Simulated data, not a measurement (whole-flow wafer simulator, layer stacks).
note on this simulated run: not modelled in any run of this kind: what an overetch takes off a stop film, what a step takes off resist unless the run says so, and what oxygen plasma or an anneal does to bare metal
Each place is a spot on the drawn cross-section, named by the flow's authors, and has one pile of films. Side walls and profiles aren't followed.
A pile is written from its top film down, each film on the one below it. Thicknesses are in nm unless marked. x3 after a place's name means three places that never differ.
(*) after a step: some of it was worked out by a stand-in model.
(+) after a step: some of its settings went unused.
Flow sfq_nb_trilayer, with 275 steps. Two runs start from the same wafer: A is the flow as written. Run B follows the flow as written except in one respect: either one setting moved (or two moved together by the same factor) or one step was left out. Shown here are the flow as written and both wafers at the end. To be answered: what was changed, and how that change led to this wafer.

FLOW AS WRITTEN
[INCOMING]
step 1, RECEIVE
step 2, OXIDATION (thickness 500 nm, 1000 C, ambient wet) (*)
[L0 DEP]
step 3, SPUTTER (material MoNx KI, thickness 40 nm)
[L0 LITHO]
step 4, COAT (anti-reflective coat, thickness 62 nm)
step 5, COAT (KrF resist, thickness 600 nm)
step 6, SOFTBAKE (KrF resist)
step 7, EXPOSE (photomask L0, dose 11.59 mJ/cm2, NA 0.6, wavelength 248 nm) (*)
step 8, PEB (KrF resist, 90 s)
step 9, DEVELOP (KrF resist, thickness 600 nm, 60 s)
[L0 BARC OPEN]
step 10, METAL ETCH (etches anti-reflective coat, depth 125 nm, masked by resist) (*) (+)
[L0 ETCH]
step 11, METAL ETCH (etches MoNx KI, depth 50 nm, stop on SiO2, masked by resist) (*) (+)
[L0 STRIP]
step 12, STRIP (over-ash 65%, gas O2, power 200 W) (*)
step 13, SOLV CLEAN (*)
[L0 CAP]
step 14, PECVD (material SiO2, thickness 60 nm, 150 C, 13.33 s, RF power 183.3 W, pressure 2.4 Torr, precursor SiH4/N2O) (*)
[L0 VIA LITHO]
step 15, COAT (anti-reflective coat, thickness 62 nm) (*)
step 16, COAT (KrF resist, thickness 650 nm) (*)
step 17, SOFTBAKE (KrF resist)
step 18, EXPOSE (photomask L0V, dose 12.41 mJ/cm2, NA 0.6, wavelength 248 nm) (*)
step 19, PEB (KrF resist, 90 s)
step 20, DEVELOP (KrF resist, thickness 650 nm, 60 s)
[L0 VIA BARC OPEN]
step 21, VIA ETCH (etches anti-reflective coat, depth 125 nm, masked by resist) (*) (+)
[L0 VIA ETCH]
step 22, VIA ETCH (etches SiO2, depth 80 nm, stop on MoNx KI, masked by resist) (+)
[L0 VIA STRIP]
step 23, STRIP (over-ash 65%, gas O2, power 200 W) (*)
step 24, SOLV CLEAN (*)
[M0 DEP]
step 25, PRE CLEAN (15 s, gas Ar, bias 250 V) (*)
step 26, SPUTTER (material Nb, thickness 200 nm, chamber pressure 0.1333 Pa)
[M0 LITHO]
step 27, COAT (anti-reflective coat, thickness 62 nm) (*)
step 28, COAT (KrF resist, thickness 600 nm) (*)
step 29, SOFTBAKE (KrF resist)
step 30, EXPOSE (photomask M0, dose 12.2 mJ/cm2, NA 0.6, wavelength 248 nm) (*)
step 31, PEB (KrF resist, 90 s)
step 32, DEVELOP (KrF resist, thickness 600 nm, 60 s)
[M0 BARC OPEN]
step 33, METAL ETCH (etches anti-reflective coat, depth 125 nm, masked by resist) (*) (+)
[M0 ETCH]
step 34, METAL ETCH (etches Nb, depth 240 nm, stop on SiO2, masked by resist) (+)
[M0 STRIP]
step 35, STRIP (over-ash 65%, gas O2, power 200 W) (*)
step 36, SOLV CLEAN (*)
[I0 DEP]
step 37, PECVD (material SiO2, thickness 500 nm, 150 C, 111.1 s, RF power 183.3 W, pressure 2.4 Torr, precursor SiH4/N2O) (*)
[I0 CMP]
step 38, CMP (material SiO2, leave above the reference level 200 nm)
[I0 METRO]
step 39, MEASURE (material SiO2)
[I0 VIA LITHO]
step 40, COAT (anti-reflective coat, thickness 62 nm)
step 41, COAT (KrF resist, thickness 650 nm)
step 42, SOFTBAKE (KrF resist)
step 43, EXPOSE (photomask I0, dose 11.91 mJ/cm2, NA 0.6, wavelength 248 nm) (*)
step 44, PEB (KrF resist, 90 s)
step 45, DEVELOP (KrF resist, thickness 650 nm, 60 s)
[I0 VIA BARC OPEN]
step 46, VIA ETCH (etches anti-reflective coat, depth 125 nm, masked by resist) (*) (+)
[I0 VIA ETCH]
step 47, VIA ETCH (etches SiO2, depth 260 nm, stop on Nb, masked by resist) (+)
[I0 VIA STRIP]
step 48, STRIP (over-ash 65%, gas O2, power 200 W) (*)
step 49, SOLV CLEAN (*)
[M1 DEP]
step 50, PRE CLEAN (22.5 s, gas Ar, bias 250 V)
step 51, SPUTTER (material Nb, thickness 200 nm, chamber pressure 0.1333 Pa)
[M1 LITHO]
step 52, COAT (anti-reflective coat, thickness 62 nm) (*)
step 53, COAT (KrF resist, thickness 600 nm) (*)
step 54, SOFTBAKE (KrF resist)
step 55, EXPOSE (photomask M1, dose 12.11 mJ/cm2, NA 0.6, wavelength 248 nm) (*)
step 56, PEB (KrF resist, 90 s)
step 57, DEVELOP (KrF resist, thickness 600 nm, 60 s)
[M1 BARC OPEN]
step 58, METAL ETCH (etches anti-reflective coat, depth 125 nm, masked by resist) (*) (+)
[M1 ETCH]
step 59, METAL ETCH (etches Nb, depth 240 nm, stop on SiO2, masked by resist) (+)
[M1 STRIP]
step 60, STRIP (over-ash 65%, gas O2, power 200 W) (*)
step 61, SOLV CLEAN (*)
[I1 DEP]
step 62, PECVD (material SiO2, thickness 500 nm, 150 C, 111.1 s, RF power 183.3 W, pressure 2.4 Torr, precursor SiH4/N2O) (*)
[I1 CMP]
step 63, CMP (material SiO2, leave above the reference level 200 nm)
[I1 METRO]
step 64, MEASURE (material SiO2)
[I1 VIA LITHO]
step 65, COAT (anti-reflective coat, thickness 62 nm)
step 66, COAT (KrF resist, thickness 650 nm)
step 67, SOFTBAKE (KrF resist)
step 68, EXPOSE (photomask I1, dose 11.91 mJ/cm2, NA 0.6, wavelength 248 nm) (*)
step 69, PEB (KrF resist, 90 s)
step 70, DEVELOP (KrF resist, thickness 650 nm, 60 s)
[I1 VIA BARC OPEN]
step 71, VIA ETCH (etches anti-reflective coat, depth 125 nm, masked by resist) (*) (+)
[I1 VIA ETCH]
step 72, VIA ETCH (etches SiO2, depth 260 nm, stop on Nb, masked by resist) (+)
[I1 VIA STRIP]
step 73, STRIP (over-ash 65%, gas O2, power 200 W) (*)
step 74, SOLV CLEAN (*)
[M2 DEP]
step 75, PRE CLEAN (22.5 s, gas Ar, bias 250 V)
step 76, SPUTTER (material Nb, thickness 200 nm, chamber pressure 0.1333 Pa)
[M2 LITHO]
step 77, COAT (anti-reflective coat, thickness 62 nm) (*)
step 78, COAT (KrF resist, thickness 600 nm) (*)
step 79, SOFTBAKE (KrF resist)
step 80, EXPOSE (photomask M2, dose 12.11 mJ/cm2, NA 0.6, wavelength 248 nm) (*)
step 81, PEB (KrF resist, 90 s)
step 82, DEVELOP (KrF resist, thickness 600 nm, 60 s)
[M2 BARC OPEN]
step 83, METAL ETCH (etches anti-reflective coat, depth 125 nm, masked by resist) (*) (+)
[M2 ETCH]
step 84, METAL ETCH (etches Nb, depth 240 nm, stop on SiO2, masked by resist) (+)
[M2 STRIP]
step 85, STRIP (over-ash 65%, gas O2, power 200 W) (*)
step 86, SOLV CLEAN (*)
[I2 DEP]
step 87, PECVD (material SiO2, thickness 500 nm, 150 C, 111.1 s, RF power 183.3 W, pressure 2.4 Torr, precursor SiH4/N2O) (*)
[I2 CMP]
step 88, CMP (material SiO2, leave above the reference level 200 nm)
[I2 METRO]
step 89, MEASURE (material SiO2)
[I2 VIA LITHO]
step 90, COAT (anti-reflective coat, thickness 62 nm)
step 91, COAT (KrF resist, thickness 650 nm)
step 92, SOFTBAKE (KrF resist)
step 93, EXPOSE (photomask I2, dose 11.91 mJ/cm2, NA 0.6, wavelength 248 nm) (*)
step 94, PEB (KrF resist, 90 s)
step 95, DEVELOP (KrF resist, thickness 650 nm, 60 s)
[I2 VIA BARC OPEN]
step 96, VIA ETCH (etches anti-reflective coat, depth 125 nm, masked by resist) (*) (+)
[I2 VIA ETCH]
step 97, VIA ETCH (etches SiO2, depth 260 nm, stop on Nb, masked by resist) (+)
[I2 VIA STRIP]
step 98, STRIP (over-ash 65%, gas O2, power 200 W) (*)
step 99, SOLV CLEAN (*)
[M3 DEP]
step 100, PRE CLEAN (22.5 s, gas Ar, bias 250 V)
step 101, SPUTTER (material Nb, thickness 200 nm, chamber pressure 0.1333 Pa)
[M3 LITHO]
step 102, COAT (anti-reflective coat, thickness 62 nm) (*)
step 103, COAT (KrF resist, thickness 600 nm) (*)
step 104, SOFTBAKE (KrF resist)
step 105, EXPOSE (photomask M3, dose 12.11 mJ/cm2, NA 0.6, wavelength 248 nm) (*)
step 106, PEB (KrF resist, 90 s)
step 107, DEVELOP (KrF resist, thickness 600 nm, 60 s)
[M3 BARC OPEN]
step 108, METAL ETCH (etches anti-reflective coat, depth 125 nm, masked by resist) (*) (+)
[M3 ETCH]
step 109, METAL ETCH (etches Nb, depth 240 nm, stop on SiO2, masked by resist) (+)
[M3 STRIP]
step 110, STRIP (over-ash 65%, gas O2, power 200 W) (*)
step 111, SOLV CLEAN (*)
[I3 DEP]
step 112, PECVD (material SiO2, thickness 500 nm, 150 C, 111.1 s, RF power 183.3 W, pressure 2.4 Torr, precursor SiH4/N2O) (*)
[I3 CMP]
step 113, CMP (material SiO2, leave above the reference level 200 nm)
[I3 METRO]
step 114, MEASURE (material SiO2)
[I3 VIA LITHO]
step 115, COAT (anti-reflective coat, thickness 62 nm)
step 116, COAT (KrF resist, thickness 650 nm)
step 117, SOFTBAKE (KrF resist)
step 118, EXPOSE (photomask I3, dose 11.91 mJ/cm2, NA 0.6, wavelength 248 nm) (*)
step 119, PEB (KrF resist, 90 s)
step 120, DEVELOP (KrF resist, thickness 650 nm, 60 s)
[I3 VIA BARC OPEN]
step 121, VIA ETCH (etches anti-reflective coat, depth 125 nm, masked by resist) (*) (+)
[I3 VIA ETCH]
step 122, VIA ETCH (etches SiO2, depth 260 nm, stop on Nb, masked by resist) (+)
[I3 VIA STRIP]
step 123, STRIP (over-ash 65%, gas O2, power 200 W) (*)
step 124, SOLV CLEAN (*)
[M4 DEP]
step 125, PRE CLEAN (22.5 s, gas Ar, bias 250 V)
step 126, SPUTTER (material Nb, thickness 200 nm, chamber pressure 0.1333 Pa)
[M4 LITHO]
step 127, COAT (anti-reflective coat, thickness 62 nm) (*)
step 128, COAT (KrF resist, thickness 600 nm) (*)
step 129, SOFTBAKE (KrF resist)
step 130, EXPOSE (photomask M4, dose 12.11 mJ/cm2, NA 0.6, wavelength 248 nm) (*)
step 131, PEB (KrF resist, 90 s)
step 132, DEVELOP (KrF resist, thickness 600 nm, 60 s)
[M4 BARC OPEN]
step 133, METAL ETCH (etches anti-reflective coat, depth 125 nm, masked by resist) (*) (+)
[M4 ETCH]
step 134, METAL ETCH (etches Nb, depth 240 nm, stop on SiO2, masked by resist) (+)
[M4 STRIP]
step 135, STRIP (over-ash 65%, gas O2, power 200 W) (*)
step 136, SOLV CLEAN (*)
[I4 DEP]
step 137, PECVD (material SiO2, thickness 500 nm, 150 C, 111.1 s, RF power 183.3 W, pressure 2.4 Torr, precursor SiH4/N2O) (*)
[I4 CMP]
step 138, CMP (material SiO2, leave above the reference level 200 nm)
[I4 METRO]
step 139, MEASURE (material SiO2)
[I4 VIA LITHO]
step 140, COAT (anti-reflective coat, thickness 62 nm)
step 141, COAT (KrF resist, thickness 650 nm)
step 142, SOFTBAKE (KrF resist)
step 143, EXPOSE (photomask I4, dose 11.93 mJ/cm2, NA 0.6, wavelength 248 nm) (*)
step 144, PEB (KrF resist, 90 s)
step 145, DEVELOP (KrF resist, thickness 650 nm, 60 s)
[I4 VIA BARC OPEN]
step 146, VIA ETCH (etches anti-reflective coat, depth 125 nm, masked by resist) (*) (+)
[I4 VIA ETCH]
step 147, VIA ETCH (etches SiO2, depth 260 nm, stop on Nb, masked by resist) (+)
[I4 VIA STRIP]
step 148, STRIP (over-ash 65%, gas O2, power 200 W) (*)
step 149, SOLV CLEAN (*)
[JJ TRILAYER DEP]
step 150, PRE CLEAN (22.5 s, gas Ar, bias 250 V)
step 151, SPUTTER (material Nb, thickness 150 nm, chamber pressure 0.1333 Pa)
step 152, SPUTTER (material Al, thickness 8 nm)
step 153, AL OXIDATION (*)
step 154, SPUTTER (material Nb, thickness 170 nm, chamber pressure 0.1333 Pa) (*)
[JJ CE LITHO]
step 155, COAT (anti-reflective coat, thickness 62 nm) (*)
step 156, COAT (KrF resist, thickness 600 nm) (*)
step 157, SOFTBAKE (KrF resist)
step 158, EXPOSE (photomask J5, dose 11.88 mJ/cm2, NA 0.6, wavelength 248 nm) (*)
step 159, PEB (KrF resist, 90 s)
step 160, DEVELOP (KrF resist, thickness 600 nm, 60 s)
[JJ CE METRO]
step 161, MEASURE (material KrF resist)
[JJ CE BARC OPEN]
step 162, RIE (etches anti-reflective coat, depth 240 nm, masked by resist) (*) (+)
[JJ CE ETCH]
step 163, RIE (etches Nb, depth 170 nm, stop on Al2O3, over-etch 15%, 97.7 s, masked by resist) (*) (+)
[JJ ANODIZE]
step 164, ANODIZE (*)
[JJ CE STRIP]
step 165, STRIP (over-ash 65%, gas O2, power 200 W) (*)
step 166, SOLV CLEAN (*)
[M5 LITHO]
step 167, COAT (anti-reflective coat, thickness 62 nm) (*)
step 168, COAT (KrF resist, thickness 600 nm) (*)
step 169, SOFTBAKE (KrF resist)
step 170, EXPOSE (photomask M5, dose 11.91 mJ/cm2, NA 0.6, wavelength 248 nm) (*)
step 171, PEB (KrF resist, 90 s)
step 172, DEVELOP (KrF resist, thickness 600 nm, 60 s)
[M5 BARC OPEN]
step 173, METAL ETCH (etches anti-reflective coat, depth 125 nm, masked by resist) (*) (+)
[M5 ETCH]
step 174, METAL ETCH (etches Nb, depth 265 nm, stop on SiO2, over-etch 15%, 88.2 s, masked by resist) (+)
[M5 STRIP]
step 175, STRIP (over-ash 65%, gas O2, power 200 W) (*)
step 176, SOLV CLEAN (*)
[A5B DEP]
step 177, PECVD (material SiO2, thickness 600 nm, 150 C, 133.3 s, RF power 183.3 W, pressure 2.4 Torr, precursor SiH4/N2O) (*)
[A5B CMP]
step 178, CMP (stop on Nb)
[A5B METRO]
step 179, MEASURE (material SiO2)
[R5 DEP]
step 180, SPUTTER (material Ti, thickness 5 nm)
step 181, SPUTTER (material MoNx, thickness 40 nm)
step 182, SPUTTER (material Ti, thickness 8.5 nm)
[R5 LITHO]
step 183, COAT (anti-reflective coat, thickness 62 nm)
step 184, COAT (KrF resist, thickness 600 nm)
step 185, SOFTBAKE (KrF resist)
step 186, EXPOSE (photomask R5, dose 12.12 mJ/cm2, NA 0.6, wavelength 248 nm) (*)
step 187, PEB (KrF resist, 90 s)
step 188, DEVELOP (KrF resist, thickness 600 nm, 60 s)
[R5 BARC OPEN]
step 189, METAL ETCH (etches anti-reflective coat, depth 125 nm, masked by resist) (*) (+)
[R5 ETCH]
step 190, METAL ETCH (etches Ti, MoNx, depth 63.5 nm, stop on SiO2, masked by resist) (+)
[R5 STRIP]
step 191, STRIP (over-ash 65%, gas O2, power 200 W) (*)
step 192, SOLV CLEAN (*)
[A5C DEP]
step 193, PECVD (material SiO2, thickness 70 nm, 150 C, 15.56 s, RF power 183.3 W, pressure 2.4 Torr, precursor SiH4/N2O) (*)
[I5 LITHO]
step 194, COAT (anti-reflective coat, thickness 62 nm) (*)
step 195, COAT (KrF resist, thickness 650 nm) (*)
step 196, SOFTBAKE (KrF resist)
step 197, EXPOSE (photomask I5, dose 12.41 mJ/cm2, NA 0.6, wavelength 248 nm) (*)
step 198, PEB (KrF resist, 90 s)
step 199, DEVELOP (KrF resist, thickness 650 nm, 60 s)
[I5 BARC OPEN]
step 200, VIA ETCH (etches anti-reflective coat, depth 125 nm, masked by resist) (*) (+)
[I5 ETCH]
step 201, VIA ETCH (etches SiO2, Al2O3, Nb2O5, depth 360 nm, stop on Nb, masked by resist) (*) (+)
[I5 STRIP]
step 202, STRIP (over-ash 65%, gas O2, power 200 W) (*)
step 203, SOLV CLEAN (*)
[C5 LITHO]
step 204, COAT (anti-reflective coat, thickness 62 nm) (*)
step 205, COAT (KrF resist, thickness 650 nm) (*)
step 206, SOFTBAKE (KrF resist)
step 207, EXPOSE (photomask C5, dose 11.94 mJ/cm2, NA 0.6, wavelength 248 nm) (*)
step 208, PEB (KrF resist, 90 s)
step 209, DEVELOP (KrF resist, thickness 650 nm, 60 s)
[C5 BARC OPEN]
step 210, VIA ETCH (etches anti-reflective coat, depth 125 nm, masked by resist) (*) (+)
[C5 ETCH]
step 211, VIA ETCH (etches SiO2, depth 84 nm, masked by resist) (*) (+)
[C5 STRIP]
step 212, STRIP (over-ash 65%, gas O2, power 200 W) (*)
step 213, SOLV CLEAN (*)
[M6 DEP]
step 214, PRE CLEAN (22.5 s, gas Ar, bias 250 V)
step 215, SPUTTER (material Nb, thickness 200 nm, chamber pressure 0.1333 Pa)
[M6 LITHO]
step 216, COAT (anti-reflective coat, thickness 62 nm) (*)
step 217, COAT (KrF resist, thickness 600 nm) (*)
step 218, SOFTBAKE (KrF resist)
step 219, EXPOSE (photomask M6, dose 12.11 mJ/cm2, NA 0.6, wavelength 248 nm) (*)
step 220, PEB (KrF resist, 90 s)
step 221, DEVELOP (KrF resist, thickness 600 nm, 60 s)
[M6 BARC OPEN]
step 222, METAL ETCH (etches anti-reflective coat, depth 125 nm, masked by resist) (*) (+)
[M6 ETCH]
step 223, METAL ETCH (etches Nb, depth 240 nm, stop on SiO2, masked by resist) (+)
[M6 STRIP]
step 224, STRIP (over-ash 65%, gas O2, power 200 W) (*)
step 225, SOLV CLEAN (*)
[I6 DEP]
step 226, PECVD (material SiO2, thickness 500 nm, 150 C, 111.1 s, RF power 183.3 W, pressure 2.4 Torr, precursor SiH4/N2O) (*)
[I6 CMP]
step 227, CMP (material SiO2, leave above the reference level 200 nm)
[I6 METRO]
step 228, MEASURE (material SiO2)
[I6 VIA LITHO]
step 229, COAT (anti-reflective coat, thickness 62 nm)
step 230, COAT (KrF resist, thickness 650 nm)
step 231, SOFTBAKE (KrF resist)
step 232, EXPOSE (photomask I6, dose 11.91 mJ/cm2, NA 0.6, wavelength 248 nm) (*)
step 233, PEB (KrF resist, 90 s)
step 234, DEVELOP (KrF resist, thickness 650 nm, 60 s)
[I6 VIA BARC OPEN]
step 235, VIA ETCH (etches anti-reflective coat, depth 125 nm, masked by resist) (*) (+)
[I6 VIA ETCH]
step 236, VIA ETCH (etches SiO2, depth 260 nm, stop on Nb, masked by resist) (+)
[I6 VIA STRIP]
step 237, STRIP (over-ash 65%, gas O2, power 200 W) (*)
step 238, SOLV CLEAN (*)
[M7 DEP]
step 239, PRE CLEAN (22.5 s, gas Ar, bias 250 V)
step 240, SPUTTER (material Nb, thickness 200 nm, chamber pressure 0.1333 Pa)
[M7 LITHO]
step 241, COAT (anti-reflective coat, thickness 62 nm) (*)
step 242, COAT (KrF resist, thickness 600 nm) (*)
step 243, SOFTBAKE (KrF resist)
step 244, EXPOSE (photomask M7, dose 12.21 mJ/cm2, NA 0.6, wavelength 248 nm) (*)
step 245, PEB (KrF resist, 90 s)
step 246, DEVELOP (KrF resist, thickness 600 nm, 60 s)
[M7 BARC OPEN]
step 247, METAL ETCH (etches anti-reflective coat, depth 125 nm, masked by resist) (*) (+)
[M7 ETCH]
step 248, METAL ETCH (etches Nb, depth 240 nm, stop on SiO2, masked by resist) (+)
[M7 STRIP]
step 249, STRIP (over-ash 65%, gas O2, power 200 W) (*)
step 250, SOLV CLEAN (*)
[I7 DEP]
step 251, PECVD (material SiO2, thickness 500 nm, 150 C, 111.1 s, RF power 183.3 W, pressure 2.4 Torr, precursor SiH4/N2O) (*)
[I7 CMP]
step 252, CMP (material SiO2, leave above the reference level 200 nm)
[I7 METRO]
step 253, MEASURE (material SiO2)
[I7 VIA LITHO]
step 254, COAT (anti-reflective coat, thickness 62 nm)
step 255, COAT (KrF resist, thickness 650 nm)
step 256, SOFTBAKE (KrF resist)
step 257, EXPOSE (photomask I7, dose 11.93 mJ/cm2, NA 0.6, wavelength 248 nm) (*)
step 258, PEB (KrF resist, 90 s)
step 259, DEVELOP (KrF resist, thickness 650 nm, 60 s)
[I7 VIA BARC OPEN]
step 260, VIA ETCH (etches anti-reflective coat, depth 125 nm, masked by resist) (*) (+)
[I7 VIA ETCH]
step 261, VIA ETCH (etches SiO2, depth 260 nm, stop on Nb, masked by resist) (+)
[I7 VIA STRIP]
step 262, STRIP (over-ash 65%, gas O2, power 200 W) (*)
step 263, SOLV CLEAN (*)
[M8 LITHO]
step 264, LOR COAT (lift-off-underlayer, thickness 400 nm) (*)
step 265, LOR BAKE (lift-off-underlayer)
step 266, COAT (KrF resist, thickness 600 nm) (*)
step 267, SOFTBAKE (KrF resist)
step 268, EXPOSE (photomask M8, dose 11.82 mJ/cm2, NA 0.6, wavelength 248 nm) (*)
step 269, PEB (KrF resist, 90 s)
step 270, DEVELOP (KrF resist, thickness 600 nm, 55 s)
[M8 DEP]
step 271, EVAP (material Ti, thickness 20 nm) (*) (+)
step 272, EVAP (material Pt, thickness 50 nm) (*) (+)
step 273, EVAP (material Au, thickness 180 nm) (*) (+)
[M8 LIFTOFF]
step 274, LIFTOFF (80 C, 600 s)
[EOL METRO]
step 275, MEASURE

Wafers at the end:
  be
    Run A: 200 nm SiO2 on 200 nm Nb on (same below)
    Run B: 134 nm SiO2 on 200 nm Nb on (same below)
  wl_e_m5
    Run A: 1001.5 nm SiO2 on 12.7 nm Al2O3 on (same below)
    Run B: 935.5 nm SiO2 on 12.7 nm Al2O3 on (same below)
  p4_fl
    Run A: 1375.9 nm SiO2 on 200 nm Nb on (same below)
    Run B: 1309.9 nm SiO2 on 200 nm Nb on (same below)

Cause: step 252, CMP: leave above the reference level 134 nm was run, whereas the flow has leave above the reference level 200 nm.
The wafer lets one read it off: be has SiO2 134, and step 252 as written asks for 200 nm.

How this came from the change, step by step:
  step 252, CMP (material SiO2, leave above the reference level 200 nm)
      field_l, p4_fl, p4_fm and 56 more: A SiO2 loses 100 | B SiO2 loses 166
      v_sur, via_wl, via_w and 37 more: A SiO2 loses 300 | B SiO2 loses 366
      (as well as at 7 more places)
  step 261, VIA ETCH (etches SiO2, depth 260 nm, stop on Nb, masked by resist) (+)
      field_l, v_sur, via_sp and 100 more: A KrF resist loses 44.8 | B KrF resist loses 34.6
      via_wl, via_w, via_wr: A SiO2 loses 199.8 (all of it) | B SiO2 loses 133.8 (all of it)
  step 264, LOR COAT (lift-off-underlayer, thickness 400 nm) (*)
      via_wl, via_wr: A lift-off-underlayer gains 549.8 (new film) | B lift-off-underlayer gains 500.4 (new film)
      v_sur: A lift-off-underlayer gains 369.4 (new film) | B lift-off-underlayer gains 379.5 (new film)
      (as well as at 1 more place)
  step 270, DEVELOP (KrF resist, thickness 600 nm, 55 s)
      v_sur: A KrF resist loses 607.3 (all of it), lift-off-underlayer loses 369.4 (all of it) | B KrF resist loses 604.5 (all of it), lift-off-underlayer loses 379.5 (all of it)
      via_wl: A KrF resist loses 623.9 (all of it), lift-off-underlayer loses 549.8 (all of it) | B KrF resist loses 615.6 (all of it), lift-off-underlayer loses 500.4 (all of it)
      (as well as at 2 more places)
